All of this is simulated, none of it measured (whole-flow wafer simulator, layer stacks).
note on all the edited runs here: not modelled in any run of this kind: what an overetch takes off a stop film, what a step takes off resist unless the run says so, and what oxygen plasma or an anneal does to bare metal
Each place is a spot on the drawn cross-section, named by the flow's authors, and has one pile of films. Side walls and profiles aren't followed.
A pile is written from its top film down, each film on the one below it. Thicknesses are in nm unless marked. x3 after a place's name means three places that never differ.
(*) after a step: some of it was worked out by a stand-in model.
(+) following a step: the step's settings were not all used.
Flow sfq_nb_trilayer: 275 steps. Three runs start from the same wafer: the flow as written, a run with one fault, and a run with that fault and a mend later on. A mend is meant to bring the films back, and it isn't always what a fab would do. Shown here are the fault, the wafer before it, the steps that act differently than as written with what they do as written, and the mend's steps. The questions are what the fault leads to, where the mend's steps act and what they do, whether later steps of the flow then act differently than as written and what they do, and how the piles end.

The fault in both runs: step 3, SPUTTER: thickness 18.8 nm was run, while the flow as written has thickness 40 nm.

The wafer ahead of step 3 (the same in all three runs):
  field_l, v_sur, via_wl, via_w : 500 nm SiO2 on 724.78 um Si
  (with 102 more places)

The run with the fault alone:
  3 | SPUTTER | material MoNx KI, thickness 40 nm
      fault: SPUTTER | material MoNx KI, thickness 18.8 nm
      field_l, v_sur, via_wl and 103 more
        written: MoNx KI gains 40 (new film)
        fault: MoNx KI gains 18.8 (new film)
  Later steps of the flow acting differently than as written (8 more steps, not shown, differ only slightly: by at most 2% or 0.5 nm, whichever is larger):
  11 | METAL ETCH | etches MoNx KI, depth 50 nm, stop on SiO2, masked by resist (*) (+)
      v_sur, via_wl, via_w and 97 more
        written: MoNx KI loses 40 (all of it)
        fault: MoNx KI loses 18.8 (all of it)
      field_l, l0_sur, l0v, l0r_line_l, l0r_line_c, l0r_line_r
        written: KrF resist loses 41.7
        fault: KrF resist loses 23.5
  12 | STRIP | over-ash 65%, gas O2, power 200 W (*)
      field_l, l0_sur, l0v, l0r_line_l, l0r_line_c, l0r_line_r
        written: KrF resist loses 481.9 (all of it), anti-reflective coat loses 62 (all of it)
        fault: KrF resist loses 500.1 (all of it), anti-reflective coat loses 62 (all of it)
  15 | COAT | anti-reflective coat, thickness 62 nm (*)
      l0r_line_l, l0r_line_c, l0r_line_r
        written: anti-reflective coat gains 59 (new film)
        fault: anti-reflective coat gains 60.4 (new film)
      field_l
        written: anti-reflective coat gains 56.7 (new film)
        fault: anti-reflective coat gains 59.2 (new film)
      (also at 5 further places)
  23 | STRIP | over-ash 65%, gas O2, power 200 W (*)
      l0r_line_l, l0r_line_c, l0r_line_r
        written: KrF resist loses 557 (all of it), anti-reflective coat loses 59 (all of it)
        fault: KrF resist loses 558.5 (all of it), anti-reflective coat loses 60.4 (all of it)
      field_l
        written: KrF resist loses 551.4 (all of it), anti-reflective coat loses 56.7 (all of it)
        fault: KrF resist loses 556 (all of it), anti-reflective coat loses 59.2 (all of it)
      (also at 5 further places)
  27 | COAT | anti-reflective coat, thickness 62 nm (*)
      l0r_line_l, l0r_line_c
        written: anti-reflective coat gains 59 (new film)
        fault: anti-reflective coat gains 60.4 (new film)
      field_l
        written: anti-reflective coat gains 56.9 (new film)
        fault: anti-reflective coat gains 59.4 (new film)
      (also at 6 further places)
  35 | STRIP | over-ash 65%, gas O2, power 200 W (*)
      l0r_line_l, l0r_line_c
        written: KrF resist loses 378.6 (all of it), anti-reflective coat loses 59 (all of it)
        fault: KrF resist loses 380.6 (all of it), anti-reflective coat loses 60.4 (all of it)
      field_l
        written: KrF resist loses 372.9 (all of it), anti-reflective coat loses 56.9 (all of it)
        fault: KrF resist loses 377.9 (all of it), anti-reflective coat loses 59.4 (all of it)
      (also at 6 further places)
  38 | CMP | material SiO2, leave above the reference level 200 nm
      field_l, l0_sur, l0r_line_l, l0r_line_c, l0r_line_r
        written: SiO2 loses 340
        fault: SiO2 loses 318.8
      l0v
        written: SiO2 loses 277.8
        fault: SiO2 loses 256.6
  At field_l, l0_sur, l0v, l0r_line_l, l0r_line_c, l0r_line_r, the piles at the end differ from the flow's by more than 2% or 0.5 nm, whichever is larger.
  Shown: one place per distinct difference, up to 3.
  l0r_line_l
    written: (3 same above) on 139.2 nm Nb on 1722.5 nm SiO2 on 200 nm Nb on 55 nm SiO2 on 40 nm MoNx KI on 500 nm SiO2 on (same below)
    fault: (3 same above) on 139.2 nm Nb on 1743.7 nm SiO2 on 200 nm Nb on 55 nm SiO2 on 18.8 nm MoNx KI on 500 nm SiO2 on (same below)
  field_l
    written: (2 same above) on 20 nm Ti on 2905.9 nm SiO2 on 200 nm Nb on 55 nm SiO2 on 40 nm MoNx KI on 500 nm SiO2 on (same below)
    fault: (2 same above) on 20 nm Ti on 2927.1 nm SiO2 on 200 nm Nb on 55 nm SiO2 on 18.8 nm MoNx KI on 500 nm SiO2 on (same below)
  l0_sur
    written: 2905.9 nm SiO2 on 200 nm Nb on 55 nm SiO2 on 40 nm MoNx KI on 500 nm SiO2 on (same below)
    fault: 2927.1 nm SiO2 on 200 nm Nb on 55 nm SiO2 on 18.8 nm MoNx KI on 500 nm SiO2 on (same below)

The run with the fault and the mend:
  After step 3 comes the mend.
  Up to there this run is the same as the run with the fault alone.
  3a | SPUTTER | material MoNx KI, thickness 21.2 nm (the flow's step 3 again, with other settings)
      field_l, v_sur, via_wl and 103 more
        MoNx KI gains 21.2
  Later steps of the flow that are run all act as written at every place that is followed.
  At every place that both follow, the piles at the end match the flow's.
